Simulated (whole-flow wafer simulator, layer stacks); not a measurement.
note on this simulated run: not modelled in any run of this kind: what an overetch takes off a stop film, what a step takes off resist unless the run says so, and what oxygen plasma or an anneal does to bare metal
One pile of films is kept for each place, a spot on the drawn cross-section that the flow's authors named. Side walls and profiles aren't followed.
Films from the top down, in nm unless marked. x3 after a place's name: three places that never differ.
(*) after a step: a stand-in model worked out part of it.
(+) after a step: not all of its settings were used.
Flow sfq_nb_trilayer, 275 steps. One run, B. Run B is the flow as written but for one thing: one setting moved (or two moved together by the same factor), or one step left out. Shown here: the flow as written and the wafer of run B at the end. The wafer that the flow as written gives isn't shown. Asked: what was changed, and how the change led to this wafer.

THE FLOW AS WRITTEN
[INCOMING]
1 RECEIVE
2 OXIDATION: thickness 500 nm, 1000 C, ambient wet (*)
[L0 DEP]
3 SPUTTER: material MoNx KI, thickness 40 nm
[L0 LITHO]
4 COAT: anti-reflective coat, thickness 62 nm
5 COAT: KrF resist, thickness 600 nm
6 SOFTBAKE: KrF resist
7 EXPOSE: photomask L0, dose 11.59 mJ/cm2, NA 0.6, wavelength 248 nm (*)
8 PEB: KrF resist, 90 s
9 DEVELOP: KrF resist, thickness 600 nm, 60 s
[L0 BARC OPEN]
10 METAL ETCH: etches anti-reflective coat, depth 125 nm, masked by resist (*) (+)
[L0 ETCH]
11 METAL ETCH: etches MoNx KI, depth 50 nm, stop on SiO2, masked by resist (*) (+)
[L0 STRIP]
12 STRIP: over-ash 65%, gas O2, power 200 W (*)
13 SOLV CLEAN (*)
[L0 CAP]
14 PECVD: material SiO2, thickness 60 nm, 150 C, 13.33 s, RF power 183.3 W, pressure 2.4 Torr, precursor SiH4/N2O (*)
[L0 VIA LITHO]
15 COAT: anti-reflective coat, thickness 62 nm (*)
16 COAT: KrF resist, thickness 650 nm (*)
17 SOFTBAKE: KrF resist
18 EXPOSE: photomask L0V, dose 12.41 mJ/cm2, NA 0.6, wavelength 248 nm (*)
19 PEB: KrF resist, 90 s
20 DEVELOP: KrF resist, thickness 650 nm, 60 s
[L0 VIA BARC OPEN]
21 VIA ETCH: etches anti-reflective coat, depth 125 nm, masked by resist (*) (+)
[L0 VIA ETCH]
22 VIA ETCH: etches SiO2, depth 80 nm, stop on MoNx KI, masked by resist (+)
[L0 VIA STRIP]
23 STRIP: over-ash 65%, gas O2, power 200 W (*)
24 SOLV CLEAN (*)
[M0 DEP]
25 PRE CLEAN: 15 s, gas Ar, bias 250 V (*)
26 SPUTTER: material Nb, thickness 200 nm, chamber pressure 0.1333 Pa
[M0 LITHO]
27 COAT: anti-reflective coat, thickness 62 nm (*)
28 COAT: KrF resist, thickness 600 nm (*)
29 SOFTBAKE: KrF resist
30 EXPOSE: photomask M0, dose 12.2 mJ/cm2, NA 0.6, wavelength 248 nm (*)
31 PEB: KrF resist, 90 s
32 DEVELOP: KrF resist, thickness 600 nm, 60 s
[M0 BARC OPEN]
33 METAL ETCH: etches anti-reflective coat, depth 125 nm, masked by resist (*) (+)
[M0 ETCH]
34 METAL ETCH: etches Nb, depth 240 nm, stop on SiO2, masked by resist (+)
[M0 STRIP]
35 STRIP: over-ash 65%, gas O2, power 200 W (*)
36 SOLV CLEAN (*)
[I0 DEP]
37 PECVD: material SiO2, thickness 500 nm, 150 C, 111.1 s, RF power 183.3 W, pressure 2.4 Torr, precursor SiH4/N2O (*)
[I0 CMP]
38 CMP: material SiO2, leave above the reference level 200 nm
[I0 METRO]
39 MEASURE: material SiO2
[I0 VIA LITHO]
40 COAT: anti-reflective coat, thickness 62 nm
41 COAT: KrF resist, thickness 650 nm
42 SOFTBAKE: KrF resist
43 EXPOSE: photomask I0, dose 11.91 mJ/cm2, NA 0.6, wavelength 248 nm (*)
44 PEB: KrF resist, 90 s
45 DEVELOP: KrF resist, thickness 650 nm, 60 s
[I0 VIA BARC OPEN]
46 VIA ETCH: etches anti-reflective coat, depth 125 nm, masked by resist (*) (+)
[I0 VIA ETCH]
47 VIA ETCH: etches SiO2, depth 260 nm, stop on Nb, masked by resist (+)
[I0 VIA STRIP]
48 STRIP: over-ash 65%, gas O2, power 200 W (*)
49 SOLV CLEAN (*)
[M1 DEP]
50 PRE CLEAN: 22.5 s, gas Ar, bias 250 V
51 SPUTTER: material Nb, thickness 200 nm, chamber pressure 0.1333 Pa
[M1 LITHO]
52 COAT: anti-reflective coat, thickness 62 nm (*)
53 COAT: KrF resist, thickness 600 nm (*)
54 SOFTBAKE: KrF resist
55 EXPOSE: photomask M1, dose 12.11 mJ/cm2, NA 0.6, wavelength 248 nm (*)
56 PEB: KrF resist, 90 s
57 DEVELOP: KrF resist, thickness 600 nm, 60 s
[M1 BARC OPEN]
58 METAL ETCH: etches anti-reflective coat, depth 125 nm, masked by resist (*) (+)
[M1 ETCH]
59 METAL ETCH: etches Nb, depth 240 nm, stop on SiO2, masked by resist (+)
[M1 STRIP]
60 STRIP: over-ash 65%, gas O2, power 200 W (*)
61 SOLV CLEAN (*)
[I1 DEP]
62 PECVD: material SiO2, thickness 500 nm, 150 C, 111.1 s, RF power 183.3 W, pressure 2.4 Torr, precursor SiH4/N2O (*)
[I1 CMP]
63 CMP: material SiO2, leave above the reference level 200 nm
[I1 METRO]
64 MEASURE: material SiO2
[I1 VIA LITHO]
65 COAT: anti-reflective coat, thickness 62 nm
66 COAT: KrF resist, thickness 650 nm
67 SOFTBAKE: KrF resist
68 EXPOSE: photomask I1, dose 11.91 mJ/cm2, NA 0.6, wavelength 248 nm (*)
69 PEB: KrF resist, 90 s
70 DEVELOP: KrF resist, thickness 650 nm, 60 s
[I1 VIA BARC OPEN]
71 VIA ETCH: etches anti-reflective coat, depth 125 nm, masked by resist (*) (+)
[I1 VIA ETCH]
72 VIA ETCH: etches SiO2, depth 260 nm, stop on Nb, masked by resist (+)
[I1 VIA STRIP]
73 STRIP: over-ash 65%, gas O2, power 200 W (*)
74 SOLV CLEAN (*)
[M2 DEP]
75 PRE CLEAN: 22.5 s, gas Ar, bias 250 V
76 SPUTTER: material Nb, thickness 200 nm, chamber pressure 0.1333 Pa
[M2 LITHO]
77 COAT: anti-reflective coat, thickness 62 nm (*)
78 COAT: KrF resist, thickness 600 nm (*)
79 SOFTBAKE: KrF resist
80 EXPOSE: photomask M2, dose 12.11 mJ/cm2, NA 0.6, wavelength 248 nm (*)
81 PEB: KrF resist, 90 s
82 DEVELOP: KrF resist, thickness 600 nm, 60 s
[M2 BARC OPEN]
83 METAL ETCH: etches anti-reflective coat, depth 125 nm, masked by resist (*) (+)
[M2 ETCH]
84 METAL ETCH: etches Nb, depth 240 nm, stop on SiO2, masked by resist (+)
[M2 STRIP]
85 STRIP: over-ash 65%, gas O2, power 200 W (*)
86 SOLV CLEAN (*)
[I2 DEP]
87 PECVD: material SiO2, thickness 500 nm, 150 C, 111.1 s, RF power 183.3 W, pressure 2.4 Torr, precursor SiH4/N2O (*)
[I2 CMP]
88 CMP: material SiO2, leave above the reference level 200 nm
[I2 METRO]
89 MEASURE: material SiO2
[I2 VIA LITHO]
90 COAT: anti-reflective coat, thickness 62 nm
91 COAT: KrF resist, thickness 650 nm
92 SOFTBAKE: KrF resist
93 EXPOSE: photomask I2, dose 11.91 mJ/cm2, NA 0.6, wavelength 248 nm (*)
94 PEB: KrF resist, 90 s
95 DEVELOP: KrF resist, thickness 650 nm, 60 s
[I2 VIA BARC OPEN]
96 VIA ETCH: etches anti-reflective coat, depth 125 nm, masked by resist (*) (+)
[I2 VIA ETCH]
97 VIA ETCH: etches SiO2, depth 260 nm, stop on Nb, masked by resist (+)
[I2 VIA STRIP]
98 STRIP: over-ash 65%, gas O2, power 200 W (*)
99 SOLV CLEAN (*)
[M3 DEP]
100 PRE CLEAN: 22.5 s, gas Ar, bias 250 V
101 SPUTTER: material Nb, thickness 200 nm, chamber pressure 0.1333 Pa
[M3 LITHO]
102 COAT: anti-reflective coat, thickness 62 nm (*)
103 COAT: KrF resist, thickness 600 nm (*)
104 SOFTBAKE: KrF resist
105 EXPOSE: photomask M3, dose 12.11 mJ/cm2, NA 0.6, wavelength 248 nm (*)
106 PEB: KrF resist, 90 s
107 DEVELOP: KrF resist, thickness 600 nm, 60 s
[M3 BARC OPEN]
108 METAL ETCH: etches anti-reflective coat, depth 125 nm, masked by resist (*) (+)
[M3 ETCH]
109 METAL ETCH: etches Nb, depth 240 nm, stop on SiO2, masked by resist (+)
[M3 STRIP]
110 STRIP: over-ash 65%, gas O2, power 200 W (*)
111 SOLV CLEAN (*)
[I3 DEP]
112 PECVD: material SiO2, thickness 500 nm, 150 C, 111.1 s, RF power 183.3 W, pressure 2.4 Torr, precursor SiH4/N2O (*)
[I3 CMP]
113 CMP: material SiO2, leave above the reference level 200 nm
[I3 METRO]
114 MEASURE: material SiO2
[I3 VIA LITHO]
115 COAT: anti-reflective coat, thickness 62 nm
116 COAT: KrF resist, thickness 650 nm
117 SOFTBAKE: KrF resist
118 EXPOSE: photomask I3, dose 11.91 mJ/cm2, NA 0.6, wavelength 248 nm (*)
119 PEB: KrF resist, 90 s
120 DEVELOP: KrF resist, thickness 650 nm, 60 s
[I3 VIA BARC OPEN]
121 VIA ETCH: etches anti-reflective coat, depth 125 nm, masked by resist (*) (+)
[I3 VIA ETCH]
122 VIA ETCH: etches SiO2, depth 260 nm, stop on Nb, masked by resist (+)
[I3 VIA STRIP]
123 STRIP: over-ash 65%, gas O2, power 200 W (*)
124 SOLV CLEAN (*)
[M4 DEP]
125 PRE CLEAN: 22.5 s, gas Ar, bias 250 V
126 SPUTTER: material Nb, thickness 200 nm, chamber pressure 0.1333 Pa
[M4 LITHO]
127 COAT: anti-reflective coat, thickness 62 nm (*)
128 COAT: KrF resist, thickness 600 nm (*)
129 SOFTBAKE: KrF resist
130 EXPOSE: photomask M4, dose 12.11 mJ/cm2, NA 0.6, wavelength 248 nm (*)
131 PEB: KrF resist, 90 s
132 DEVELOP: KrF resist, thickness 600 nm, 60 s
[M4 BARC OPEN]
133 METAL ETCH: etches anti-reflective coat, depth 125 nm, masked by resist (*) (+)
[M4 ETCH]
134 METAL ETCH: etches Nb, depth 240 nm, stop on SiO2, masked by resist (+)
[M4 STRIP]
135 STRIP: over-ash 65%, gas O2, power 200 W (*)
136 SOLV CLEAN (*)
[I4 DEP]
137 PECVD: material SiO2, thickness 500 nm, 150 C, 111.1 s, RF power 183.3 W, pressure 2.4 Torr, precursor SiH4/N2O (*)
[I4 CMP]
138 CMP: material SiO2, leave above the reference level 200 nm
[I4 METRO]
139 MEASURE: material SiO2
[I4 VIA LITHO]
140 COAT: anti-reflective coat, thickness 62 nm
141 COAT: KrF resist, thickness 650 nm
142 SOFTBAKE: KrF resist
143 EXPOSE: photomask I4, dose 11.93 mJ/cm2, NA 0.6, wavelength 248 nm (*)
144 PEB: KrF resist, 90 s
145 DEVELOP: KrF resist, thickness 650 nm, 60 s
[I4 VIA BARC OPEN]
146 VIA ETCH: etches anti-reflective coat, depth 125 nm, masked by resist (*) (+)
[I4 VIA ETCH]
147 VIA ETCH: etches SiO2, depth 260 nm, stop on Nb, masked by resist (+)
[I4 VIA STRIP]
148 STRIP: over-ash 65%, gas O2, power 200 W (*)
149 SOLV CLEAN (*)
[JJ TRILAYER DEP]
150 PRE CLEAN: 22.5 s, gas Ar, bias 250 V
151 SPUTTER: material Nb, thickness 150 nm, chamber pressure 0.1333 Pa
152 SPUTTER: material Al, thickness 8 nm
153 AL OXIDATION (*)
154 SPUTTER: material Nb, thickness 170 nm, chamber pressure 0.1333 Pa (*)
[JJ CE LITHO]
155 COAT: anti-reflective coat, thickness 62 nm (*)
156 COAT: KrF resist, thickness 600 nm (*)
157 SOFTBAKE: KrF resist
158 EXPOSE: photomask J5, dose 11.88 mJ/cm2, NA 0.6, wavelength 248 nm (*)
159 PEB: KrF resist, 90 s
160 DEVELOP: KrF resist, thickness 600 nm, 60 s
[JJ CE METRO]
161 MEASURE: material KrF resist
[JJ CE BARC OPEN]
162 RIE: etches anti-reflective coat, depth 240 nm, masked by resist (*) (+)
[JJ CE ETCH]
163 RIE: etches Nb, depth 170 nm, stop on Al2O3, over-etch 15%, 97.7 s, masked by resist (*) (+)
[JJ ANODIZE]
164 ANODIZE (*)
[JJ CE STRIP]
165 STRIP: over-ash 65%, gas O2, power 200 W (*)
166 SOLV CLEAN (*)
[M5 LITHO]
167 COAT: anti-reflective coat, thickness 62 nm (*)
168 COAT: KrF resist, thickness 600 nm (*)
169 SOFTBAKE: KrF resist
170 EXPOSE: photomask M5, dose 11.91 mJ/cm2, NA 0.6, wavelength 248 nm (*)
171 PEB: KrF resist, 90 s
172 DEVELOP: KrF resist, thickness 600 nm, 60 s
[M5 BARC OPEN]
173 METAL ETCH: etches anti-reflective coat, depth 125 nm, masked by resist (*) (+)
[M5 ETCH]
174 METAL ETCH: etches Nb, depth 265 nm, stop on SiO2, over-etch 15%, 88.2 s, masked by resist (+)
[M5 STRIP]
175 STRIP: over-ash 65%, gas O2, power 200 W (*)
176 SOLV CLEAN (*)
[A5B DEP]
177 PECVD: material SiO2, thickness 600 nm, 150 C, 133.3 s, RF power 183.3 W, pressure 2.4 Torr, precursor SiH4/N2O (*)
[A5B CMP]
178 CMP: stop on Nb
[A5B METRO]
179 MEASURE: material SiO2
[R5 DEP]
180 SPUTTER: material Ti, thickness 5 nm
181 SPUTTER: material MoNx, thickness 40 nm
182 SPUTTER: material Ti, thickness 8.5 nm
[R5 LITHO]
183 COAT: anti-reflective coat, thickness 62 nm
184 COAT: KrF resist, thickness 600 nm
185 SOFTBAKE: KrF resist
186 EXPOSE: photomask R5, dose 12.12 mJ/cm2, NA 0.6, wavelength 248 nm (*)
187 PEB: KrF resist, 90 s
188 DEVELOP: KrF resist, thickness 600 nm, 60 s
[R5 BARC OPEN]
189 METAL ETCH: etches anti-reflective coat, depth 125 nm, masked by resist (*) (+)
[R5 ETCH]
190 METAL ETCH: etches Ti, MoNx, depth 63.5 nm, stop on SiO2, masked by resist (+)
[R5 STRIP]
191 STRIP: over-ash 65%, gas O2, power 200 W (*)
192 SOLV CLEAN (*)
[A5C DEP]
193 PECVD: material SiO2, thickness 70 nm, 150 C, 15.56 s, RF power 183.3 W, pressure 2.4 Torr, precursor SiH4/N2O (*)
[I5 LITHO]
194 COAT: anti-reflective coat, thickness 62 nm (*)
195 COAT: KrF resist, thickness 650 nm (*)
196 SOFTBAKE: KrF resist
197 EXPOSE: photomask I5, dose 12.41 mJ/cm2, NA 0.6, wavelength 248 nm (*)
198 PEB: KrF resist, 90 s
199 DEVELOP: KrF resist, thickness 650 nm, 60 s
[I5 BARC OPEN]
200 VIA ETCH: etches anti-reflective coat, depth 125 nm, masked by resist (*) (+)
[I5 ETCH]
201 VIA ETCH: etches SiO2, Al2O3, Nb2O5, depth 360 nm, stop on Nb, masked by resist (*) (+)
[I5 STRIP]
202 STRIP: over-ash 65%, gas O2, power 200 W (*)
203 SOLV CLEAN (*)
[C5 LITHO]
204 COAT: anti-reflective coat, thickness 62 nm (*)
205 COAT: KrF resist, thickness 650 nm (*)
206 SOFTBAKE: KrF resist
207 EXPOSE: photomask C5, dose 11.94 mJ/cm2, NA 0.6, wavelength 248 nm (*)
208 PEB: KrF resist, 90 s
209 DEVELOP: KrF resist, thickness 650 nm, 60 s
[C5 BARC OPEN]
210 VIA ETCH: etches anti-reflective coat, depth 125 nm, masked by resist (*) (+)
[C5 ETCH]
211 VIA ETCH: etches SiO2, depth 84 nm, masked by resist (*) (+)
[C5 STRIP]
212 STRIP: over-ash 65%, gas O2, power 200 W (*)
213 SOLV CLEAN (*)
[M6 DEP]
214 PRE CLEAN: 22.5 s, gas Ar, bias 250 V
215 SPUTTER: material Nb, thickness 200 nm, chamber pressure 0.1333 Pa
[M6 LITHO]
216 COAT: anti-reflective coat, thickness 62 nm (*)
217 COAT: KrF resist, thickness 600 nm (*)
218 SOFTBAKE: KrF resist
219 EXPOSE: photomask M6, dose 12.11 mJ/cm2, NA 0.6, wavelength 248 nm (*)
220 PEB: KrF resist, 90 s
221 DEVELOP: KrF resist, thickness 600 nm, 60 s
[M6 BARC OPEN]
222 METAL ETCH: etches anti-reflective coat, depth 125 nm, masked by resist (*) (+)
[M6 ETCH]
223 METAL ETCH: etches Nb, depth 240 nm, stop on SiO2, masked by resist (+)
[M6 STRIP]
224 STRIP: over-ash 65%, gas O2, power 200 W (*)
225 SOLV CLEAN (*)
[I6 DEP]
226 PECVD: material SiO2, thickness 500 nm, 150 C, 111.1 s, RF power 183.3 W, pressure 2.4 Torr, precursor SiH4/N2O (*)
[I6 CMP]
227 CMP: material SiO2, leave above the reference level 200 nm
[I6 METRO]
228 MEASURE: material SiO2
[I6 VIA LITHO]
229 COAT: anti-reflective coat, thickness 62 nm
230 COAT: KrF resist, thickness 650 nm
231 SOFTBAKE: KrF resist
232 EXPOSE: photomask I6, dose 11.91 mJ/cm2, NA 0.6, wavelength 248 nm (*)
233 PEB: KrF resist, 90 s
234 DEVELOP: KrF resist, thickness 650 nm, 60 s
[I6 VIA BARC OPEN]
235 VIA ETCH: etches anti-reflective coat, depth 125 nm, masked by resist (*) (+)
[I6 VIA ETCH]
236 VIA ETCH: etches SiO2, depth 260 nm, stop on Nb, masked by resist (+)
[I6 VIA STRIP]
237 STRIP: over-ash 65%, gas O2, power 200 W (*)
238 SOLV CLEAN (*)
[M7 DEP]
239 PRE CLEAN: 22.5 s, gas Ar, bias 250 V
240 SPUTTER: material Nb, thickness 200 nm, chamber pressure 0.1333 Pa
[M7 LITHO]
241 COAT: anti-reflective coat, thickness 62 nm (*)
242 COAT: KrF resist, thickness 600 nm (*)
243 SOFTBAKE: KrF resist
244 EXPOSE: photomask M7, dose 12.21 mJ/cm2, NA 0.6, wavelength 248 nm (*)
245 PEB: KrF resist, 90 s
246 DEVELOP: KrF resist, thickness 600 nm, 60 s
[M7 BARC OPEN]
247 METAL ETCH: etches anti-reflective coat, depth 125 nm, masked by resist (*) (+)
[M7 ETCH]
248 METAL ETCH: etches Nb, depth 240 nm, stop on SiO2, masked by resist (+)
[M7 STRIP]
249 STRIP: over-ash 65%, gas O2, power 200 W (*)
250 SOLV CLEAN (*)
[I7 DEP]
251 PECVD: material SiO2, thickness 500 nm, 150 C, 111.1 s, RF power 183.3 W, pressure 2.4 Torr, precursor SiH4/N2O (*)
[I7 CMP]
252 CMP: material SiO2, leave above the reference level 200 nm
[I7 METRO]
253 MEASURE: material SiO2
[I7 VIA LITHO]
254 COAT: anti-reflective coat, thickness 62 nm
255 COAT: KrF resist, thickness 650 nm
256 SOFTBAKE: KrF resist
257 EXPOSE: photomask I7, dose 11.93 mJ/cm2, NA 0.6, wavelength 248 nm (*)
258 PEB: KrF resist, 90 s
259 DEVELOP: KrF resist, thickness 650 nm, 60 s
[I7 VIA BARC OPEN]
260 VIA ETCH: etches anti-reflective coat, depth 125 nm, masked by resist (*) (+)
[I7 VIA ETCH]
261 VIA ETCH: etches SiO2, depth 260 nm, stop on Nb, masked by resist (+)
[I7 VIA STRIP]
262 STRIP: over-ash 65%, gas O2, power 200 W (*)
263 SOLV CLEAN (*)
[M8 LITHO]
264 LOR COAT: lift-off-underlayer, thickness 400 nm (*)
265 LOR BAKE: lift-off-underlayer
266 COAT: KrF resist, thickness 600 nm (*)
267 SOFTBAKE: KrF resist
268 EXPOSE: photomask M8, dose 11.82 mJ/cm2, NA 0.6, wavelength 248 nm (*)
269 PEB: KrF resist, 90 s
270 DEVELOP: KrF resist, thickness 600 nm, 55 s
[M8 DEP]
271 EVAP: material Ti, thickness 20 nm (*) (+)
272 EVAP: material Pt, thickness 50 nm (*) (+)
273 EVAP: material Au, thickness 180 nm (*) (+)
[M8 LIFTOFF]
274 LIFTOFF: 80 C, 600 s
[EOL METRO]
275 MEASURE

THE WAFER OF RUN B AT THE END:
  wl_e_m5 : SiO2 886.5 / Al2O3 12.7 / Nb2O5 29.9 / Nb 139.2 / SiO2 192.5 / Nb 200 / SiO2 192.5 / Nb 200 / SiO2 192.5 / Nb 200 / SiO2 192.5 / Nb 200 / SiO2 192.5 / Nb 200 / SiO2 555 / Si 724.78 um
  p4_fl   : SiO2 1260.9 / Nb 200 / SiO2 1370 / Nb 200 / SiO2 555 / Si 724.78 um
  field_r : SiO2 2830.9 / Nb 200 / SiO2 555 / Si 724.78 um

The cause: step 240, SPUTTER: thickness 85 nm was run, where the flow has thickness 200 nm.

How the change led to this, step by step:
  240 SPUTTER: material Nb, thickness 200 nm, chamber pressure 0.1333 Pa
      field_l, v_sur, via_wl and 102 more: Nb +85 (new film) (as written it would be: Nb +200 (new film))
      via_v: Nb +68.3 (as written it would be: Nb +161.1)
  241 COAT: anti-reflective coat, thickness 62 nm (*)
      via_v: anti-reflective coat +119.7 (new film) (as written it would be: anti-reflective coat +126 (new film))
  248 METAL ETCH: etches Nb, depth 240 nm, stop on SiO2, masked by resist (+)
      field_l, field_r, lsp_l and 62 more: Nb -85 (all of it) (as written it would be: Nb -200 (all of it))
      v_sur, via_wl, via_w and 38 more: KrF resist -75 (as written it would be: KrF resist -141.2)
  249 STRIP: over-ash 65%, gas O2, power 200 W (*)
      wl_j_sl, wl_jj, wl_j_sr and 14 more: KrF resist -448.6 (all of it), anti-reflective coat -62 (all of it) (as written it would be: KrF resist -382.4 (all of it), anti-reflective coat -62 (all of it))
      lsp_m, ln_m6, lsp_r: KrF resist -448.2 (all of it), anti-reflective coat -61.8 (all of it) (as written it would be: KrF resist -381.9 (all of it), anti-reflective coat -61.8 (all of it))
      (and at 21 more places)
  251 PECVD: material SiO2, thickness 500 nm, 150 C, 111.1 s, RF power 183.3 W, pressure 2.4 Torr, precursor SiH4/N2O (*)
      field_r, lsp_l: SiO2 +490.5 (as written it would be: SiO2 +477.7)
      m7r_space_l, m7r_space_r: SiO2 +500 (as written it would be: SiO2 +557.1)
      (and at 1 more place)
  252 CMP: material SiO2, leave above the reference level 200 nm
      field_l, p4_fl, p4_fm and 56 more: SiO2 -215 (as written it would be: SiO2 -100)
      field_r, lsp_l: SiO2 -205.5 (as written it would be: SiO2 -77.7)
      (and at 5 more places)
